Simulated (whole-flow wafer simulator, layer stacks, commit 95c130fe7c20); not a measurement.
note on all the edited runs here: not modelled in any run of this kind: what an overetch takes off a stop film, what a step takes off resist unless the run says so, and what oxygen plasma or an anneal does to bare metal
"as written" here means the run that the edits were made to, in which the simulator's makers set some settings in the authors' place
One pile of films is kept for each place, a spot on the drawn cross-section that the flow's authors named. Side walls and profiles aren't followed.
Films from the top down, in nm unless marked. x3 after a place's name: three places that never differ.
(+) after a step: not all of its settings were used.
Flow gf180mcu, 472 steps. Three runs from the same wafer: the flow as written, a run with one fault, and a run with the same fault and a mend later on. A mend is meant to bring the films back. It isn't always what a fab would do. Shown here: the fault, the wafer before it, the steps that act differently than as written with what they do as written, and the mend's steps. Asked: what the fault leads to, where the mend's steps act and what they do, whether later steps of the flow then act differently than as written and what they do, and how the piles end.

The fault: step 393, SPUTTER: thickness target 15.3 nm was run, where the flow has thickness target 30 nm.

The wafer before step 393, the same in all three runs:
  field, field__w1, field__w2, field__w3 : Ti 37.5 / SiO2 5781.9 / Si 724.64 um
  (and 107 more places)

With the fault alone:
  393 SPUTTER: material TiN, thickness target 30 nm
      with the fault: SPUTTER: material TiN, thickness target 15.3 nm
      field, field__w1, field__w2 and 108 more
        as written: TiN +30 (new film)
        with the fault: TiN +15.3 (new film)
  Later steps of the flow that act differently than as written (1 more step differs only slightly, by at most 2% or 0.5 nm, whichever is larger, and isn't shown):
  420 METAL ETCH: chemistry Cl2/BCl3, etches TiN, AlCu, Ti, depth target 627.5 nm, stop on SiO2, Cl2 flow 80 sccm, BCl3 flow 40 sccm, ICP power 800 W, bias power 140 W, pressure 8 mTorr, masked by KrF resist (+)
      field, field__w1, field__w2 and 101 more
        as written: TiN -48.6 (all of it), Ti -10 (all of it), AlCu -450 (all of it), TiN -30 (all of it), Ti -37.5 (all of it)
        with the fault: TiN -48.6 (all of it), Ti -10 (all of it), AlCu -450 (all of it), TiN -15.3 (all of it), Ti -37.5 (all of it)
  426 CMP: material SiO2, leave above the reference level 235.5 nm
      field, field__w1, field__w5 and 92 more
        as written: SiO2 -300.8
        with the fault: SiO2 -315.5
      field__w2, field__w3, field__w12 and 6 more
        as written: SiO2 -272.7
        with the fault: SiO2 -288
  At the end the piles differ from the flow's by more than 2% or 0.5 nm, whichever is larger, at field__w4, field__w8, contact, m1, m1__w1, mim, mim_1p0, m1_nw.
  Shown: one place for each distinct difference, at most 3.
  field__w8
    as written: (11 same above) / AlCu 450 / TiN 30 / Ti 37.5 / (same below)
    with the fault: (11 same above) / AlCu 450 / TiN 15.3 / Ti 37.5 / (same below)
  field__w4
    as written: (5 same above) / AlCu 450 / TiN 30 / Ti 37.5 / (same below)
    with the fault: (5 same above) / AlCu 450 / TiN 15.3 / Ti 37.5 / (same below)
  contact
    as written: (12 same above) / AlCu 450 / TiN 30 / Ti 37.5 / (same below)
    with the fault: (12 same above) / AlCu 450 / TiN 15.3 / Ti 37.5 / (same below)

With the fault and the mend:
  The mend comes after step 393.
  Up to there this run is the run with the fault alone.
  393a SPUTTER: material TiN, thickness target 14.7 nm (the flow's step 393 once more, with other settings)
      field, field__w1, field__w2 and 108 more
        TiN +14.7
  No later step of the flow acts differently than as written at any place that is followed.
  At the end the piles are the same as the flow's at every place that both follow.
